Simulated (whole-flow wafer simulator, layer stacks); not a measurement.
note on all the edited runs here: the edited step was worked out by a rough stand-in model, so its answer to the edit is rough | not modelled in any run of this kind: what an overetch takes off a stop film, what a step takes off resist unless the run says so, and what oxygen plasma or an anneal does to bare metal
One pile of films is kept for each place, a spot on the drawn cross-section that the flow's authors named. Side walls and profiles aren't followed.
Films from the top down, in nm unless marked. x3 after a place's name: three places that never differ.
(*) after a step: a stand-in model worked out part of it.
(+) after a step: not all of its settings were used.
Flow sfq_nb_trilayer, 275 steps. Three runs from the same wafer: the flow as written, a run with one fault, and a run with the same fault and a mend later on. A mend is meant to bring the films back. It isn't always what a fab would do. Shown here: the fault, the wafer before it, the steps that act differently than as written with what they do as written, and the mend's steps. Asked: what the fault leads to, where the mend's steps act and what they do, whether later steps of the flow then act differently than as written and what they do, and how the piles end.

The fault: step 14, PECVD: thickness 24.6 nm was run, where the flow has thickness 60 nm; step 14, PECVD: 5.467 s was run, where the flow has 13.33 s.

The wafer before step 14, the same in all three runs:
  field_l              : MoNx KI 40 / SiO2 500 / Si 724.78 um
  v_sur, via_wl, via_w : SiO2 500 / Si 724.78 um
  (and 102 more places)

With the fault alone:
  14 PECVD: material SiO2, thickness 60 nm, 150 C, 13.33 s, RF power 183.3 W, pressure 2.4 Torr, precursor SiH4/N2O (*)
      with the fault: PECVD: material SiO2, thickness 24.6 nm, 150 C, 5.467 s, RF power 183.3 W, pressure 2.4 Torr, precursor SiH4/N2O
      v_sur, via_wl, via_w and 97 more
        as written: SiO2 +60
        with the fault: SiO2 +24.6
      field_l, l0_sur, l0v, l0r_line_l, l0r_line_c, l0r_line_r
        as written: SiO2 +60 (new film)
        with the fault: SiO2 +24.6 (new film)
  Later steps of the flow that act differently than as written (10 more steps differ only slightly, by at most 2% or 0.5 nm, whichever is larger, and aren't shown):
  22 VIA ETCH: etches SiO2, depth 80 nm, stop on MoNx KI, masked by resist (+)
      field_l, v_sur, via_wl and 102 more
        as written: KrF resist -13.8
        with the fault: KrF resist -6.32
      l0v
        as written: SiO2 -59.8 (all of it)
        with the fault: SiO2 -24.4 (all of it)
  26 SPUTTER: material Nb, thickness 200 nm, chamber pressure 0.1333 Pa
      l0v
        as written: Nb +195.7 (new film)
        with the fault: Nb +200 (new film)
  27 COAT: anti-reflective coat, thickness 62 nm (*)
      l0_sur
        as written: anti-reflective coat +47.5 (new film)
        with the fault: anti-reflective coat +51.4 (new film)
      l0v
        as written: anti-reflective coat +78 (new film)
        with the fault: anti-reflective coat +67.2 (new film)
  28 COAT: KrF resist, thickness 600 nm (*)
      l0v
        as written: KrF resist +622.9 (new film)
        with the fault: KrF resist +602 (new film)
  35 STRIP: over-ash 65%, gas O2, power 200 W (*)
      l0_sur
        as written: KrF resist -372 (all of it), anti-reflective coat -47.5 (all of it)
        with the fault: KrF resist -373.9 (all of it), anti-reflective coat -51.4 (all of it)
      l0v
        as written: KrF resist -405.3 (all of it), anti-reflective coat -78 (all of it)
        with the fault: KrF resist -384.4 (all of it), anti-reflective coat -67.2 (all of it)
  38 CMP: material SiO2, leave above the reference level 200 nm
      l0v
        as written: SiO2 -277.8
        with the fault: SiO2 -317.5
  At the end the piles differ from the flow's by more than 2% or 0.5 nm, whichever is larger, at field_l, v_sur, via_wl and 100 more.
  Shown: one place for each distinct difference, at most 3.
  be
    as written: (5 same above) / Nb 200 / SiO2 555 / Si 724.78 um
    with the fault: (5 same above) / Nb 200 / SiO2 519.6 / Si 724.78 um
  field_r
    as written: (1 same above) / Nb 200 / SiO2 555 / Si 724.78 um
    with the fault: (1 same above) / Nb 200 / SiO2 519.6 / Si 724.78 um
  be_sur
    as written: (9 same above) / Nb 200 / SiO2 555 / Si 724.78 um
    with the fault: (9 same above) / Nb 200 / SiO2 519.6 / Si 724.78 um

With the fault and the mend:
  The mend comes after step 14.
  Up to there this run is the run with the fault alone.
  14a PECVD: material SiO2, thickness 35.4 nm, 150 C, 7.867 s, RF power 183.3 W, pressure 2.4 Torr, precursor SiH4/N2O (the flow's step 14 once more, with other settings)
      field_l, v_sur, via_wl and 103 more
        SiO2 +35.4
  No later step of the flow acts differently than as written, at any place that is followed, by more than 2% or 0.5 nm, whichever is larger.
  At the end the piles are the same as the flow's at every place that both follow.
